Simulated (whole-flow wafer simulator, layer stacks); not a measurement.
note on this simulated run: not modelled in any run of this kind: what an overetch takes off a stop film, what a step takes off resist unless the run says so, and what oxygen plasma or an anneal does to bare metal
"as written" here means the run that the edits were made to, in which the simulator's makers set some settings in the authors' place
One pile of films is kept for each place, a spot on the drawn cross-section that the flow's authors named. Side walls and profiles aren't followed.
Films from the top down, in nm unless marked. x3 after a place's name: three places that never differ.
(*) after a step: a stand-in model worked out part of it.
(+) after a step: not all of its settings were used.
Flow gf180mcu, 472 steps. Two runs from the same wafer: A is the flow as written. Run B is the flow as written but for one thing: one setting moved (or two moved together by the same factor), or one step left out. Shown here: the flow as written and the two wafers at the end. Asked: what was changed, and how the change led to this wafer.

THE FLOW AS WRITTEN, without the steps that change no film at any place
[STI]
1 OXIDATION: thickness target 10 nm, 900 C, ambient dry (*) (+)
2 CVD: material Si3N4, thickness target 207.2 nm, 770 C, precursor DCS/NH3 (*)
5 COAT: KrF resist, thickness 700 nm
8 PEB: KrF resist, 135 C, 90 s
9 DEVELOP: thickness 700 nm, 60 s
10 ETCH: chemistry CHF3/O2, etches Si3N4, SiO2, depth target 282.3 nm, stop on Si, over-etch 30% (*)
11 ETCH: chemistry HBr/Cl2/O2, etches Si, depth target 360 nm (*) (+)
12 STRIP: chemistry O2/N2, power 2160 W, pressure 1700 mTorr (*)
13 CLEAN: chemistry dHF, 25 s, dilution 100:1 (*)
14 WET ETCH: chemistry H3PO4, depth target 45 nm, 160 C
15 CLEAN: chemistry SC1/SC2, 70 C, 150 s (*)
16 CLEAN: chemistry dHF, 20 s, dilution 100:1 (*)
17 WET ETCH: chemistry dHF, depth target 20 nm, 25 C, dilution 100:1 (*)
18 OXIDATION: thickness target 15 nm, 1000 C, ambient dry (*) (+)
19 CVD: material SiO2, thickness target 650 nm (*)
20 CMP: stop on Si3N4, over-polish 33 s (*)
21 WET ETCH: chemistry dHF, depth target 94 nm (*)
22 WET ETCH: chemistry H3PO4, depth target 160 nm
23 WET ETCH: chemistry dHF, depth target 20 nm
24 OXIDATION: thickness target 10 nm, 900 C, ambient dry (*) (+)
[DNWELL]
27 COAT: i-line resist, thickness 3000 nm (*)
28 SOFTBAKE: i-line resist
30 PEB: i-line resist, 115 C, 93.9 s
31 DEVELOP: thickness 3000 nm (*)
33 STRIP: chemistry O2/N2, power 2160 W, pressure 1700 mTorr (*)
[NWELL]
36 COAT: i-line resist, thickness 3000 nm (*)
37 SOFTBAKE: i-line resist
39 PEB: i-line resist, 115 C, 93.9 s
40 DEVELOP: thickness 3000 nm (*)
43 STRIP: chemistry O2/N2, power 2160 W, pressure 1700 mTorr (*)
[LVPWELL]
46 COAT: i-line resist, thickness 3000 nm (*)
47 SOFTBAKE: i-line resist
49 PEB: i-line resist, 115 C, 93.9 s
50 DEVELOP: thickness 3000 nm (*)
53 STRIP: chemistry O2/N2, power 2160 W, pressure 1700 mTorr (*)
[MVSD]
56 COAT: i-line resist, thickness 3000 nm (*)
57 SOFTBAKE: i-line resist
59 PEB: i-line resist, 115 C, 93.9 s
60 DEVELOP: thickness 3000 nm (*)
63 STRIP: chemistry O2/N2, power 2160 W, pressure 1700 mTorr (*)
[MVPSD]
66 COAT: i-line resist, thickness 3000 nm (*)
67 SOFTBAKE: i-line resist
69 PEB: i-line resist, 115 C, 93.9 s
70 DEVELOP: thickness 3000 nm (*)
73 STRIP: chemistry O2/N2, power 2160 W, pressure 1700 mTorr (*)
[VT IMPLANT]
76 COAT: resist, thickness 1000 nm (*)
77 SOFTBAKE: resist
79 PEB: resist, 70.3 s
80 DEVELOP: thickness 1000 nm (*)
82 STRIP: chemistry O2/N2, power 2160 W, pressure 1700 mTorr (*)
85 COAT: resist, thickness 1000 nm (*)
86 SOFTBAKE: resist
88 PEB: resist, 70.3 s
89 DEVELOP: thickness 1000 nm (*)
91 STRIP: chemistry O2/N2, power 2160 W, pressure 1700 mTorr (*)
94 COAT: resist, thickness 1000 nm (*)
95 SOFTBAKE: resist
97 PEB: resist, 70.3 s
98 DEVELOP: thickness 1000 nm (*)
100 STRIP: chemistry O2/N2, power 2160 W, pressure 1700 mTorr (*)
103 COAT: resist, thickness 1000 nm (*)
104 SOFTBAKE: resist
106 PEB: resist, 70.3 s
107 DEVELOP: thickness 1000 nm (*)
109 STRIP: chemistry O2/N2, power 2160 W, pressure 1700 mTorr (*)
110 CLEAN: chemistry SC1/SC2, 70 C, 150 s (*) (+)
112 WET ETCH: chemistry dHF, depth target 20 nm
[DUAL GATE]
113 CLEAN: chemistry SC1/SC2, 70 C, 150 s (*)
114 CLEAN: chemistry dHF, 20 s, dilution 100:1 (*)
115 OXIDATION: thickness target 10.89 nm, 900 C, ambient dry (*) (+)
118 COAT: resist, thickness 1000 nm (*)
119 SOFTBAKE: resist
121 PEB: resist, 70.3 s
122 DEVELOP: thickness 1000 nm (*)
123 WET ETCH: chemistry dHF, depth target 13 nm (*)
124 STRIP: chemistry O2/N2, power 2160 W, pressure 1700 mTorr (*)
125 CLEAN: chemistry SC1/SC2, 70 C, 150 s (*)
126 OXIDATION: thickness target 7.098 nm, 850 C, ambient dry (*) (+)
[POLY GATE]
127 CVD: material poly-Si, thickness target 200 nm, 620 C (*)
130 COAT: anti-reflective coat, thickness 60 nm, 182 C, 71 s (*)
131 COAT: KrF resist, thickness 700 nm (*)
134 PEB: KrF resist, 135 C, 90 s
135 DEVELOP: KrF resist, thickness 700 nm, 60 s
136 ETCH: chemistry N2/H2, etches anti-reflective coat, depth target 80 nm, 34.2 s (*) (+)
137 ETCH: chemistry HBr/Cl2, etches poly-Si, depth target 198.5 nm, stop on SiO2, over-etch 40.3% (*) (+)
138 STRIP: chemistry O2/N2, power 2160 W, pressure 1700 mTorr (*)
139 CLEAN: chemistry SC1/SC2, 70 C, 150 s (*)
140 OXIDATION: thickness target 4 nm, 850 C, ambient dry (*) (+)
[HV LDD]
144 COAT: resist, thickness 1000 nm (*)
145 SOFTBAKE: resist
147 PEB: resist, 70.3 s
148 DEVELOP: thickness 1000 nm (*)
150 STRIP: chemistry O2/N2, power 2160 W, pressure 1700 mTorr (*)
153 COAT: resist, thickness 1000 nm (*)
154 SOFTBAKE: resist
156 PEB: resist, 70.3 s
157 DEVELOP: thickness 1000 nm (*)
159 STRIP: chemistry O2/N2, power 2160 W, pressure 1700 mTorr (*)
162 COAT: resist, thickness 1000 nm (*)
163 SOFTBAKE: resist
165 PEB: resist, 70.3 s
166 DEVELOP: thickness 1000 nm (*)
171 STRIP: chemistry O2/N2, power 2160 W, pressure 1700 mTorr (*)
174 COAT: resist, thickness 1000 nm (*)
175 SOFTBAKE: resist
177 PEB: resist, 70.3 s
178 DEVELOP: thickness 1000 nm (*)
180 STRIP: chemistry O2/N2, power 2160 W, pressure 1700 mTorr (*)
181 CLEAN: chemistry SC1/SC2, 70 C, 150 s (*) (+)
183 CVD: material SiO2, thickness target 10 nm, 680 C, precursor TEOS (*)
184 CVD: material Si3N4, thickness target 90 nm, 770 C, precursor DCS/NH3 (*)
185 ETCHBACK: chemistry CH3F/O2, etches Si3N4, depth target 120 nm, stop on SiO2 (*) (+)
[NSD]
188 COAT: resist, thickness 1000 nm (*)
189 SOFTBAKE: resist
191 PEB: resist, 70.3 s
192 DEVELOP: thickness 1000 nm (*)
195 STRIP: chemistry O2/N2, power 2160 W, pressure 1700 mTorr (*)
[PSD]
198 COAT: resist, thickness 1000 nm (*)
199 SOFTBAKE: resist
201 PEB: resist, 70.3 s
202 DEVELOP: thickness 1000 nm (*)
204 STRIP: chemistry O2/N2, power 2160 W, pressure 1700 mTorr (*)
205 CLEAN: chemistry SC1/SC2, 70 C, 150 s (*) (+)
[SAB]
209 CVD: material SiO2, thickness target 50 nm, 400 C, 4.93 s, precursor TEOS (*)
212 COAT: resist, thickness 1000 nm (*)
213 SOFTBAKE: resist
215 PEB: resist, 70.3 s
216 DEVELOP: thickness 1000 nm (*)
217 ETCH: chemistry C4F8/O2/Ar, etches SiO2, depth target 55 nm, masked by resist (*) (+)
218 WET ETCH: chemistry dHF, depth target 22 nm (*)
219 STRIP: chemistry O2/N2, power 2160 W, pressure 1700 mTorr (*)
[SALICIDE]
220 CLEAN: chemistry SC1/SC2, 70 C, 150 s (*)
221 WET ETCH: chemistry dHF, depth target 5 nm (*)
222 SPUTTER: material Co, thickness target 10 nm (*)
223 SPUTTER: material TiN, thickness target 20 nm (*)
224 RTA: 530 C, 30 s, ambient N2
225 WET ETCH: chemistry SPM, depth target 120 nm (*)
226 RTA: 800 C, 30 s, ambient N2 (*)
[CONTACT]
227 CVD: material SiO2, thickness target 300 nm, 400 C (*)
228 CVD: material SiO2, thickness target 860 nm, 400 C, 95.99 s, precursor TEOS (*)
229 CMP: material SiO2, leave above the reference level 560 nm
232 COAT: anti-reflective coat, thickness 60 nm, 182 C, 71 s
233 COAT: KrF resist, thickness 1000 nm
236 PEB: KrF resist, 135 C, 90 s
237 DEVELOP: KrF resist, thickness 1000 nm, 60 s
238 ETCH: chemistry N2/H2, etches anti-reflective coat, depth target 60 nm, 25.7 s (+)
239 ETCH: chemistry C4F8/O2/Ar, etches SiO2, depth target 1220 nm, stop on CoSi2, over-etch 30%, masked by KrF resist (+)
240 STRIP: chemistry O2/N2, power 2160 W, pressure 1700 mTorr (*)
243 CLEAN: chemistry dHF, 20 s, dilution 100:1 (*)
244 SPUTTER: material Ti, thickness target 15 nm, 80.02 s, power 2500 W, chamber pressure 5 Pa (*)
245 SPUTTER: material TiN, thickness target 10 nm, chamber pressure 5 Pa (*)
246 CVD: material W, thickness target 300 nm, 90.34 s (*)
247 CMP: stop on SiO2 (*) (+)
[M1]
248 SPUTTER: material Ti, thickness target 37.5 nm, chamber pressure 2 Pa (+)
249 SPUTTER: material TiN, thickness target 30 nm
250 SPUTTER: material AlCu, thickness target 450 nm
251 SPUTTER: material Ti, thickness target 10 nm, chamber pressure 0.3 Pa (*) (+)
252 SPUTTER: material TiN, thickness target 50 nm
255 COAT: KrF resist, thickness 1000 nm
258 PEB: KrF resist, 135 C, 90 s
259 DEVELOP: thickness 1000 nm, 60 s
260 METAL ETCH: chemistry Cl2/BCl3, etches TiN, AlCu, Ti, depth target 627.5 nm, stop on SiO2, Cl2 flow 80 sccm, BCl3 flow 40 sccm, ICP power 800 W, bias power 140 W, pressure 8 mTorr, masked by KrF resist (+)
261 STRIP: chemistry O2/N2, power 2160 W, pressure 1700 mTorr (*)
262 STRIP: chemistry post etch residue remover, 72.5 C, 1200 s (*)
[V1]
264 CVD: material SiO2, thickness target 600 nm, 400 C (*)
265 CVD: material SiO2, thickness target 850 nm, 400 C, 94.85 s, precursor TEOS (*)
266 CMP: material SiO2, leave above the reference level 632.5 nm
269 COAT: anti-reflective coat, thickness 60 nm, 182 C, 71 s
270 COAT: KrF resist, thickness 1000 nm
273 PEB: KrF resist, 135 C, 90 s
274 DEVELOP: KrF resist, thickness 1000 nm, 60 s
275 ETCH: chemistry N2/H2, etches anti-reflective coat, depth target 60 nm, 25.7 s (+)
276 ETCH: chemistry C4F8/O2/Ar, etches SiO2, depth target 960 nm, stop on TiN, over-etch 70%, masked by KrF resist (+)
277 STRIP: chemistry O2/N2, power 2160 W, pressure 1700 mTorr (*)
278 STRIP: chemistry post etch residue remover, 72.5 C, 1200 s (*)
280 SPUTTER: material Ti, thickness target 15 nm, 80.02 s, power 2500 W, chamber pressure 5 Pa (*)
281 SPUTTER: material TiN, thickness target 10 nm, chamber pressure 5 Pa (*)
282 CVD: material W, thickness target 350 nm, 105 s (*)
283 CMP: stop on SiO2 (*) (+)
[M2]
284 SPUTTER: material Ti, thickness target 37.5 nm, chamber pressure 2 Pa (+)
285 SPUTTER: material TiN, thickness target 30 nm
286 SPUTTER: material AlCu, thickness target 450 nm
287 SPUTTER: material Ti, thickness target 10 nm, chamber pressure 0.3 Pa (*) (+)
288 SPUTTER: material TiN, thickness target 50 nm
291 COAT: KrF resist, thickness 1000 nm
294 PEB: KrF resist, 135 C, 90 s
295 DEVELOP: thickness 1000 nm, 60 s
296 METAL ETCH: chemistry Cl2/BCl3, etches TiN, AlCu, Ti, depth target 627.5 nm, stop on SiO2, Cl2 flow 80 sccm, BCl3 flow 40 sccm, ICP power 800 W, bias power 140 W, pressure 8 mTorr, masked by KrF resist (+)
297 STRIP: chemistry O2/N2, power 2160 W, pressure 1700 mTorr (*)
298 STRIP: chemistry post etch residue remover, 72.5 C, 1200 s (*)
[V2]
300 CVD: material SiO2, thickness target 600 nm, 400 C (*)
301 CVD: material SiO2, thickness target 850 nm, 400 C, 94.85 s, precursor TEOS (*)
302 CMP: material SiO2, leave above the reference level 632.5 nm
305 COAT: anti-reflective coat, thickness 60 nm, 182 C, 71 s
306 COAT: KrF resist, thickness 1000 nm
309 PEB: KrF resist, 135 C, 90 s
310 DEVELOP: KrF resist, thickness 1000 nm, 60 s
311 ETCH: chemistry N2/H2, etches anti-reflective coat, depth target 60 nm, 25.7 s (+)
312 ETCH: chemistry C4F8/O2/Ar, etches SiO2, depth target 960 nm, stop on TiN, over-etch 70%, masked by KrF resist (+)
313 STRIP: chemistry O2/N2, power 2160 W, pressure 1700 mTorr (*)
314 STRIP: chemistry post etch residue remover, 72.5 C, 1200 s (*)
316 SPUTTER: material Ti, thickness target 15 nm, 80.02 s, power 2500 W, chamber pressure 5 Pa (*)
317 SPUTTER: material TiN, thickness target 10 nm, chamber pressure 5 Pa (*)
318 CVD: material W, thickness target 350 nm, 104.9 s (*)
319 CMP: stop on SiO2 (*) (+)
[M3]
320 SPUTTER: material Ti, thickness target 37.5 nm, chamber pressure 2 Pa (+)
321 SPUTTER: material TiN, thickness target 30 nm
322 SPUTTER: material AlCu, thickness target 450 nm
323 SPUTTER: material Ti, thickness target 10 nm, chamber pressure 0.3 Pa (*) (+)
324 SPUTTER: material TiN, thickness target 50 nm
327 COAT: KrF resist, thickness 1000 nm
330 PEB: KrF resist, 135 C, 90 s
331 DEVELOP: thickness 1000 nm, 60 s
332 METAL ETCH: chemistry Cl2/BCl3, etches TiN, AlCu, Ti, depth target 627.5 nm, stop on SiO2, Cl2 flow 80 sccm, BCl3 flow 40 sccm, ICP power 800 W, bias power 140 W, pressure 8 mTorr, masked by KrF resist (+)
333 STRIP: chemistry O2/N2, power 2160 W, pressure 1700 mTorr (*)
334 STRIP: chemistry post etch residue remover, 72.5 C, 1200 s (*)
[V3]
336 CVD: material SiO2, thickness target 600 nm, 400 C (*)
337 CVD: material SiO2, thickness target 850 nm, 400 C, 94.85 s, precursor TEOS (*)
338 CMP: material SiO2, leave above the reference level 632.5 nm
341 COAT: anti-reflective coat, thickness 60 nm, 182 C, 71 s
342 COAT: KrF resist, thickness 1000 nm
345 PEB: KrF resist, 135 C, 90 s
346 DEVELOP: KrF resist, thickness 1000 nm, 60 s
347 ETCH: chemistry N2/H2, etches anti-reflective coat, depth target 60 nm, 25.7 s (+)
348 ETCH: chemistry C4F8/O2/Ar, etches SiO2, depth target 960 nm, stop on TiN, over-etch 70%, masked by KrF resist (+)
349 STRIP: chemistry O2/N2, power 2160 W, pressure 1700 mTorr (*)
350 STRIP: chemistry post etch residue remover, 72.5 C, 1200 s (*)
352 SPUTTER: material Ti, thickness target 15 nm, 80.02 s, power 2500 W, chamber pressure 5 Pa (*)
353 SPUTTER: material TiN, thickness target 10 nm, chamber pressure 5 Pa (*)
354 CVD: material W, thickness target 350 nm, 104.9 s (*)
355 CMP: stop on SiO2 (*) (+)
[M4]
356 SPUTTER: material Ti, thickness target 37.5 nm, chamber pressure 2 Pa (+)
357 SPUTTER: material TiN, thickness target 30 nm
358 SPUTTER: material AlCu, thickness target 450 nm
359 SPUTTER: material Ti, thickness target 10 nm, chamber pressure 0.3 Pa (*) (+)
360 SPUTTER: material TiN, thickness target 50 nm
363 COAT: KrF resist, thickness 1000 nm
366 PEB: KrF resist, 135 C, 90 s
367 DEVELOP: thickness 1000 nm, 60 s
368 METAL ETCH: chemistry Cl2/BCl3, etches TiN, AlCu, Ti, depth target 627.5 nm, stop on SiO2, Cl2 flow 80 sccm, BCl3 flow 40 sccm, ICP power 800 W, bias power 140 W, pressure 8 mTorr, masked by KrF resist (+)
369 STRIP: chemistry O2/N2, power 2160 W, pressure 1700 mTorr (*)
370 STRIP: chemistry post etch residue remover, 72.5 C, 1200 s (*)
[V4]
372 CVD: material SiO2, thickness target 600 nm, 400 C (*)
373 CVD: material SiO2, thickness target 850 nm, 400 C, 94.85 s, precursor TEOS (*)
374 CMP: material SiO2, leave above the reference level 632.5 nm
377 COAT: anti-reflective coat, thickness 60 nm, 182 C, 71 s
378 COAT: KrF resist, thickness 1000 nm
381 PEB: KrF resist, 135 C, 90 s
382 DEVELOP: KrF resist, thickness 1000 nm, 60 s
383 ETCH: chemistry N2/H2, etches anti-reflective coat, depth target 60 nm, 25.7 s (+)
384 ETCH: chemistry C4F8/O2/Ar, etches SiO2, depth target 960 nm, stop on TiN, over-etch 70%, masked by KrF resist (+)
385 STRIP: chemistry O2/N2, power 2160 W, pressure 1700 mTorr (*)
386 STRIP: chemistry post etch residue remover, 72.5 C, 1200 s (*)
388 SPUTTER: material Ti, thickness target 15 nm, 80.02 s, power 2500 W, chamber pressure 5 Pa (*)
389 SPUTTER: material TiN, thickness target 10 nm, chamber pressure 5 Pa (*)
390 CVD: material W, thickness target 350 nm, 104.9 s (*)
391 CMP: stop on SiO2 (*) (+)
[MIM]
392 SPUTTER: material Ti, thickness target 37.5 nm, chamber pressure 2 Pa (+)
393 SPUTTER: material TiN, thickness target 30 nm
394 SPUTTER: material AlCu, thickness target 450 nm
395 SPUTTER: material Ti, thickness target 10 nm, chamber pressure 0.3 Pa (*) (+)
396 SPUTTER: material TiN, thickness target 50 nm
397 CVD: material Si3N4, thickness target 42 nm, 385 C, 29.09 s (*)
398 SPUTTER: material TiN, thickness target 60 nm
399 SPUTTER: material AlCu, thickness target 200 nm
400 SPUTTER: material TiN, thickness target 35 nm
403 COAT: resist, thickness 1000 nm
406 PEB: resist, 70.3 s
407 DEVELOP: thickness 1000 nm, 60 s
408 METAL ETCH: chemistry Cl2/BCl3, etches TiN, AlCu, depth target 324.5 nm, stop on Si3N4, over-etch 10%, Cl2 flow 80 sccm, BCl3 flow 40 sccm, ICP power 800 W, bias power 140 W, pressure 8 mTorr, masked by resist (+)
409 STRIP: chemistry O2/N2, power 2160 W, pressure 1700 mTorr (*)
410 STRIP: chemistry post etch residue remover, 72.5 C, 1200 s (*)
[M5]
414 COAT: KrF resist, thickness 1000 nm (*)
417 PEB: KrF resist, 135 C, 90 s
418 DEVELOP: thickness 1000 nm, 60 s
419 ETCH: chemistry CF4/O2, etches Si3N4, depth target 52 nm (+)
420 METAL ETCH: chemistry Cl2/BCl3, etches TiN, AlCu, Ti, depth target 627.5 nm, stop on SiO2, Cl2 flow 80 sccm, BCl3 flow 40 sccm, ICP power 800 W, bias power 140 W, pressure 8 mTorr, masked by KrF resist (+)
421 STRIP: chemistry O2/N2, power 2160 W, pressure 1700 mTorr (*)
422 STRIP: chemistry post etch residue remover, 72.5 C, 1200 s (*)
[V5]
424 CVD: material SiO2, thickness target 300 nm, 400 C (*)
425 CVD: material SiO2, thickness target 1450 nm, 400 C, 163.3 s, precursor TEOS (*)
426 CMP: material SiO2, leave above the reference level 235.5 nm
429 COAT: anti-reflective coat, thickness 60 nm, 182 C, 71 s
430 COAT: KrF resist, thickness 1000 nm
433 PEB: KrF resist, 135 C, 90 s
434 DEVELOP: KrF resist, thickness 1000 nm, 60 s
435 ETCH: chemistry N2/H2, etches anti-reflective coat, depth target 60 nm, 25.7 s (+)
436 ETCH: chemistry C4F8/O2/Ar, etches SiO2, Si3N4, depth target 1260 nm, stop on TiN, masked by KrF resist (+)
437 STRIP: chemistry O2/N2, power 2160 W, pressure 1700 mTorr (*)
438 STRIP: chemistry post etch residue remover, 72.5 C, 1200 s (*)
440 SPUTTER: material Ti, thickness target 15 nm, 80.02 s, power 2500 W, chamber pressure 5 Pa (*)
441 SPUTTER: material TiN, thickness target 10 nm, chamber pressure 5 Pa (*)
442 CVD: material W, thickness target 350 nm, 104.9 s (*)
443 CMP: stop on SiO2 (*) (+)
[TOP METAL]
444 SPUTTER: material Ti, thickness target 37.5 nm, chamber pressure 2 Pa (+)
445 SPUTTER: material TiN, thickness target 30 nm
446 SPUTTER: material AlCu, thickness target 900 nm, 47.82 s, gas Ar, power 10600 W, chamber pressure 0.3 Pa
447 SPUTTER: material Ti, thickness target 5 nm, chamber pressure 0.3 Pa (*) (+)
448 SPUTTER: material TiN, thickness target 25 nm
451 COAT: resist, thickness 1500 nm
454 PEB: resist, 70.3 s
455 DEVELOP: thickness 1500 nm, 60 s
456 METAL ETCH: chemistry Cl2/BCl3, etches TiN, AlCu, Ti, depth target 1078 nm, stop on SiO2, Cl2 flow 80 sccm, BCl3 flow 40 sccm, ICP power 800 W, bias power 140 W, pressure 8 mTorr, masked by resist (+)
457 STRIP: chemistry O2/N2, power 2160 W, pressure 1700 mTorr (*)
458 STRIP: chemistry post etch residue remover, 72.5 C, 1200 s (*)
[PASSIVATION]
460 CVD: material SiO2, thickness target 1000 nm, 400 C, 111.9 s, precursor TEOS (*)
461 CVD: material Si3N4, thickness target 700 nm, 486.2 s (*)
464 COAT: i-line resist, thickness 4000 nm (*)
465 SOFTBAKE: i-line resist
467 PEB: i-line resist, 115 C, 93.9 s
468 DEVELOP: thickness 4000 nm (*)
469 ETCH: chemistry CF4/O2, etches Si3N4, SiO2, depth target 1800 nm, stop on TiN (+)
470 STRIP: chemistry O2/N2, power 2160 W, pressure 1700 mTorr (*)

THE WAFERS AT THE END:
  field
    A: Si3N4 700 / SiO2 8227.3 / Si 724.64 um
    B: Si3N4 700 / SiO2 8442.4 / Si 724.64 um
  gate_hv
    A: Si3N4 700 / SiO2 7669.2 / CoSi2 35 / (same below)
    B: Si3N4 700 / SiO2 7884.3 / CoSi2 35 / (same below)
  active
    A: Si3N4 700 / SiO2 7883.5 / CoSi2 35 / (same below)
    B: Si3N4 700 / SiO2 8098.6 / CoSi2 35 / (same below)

The cause: step 266, CMP: leave above the reference level 847.6 nm was run, where the flow has leave above the reference level 632.5 nm.

How the change led to this, step by step:
  266 CMP: material SiO2, leave above the reference level 632.5 nm
      field, field__w1, field__w2 and 99 more: A SiO2 -300 | B SiO2 -84.9
      field__w8, contact, m1 and 6 more: A SiO2 -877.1 | B SiO2 -662
  276 ETCH: chemistry C4F8/O2/Ar, etches SiO2, depth target 960 nm, stop on TiN, over-etch 70%, masked by KrF resist (+)
      contact: A SiO2 -572.5 (all of it) | B SiO2 -787.6 (all of it)
  280 SPUTTER: material Ti, thickness target 15 nm, 80.02 s, power 2500 W, chamber pressure 5 Pa (*)
      contact: A Ti +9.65 (new film) | B Ti +8.52 (new film)
  281 SPUTTER: material TiN, thickness target 10 nm, chamber pressure 5 Pa (*)
      contact: A TiN +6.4 (new film) | B TiN +5.65 (new film)
  282 CVD: material W, thickness target 350 nm, 105 s (*)
      contact: A W +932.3 (new film) | B W +1149.3 (new film)
